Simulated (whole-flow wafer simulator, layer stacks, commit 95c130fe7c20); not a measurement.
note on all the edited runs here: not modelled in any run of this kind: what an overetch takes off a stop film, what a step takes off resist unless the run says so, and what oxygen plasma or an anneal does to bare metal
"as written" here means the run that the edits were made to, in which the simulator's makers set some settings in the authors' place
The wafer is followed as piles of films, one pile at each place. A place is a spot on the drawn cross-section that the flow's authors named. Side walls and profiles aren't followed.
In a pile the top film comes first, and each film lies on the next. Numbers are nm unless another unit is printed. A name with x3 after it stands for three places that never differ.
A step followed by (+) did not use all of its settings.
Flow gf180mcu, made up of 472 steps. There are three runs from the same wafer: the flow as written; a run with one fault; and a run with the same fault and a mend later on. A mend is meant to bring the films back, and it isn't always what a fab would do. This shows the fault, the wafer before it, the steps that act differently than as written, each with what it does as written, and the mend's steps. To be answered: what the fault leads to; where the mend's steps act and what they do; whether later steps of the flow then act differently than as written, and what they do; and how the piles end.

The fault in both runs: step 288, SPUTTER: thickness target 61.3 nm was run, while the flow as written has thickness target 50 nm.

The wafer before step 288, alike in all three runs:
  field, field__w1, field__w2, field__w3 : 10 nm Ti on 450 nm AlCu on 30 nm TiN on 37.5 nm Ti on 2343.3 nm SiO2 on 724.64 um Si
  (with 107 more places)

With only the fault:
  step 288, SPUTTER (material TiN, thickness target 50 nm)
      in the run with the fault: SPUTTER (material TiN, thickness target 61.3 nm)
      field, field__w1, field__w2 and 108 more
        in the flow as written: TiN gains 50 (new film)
        in the run with the fault: TiN gains 61.3 (new film)
  Steps later in the flow that act otherwise than as written (6 more steps, not shown, differ only slightly: by at most 2% or 0.5 nm, whichever is larger):
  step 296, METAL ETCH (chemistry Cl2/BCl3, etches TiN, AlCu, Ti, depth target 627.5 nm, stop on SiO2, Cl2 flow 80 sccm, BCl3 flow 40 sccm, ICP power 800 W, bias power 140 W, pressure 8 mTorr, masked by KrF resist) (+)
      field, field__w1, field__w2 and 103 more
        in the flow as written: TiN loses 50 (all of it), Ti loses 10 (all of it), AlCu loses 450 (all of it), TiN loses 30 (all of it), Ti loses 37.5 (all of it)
        in the run with the fault: TiN loses 61.3 (all of it), Ti loses 10 (all of it), AlCu loses 450 (all of it), TiN loses 30 (all of it), Ti loses 37.5 (all of it)
  By the end, the piles at field__w8, contact, m1, m1__w1, m1_nw depart from the flow's by more than 2% or 0.5 nm, whichever is larger.
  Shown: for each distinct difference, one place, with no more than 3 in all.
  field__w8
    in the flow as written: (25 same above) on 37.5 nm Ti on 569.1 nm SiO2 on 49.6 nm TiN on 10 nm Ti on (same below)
    in the run with the fault: (25 same above) on 37.5 nm Ti on 557.8 nm SiO2 on 60.9 nm TiN on 10 nm Ti on (same below)
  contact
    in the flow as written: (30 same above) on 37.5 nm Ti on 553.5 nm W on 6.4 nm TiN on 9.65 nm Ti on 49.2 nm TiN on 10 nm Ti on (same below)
    in the run with the fault: (30 same above) on 37.5 nm Ti on 542.1 nm W on 6.45 nm TiN on 9.72 nm Ti on 60.5 nm TiN on 10 nm Ti on (same below)

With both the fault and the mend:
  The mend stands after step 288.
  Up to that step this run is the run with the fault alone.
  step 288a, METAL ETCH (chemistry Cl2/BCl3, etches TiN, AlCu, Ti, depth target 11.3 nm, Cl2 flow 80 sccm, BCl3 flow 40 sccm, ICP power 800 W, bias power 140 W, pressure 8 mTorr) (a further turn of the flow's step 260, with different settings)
      field, field__w1, field__w2 and 108 more
        TiN loses 11.3
  None of the later steps of the flow acts differently than as written at any place that is followed.
  The piles end the same as the flow's at every place that both follow.
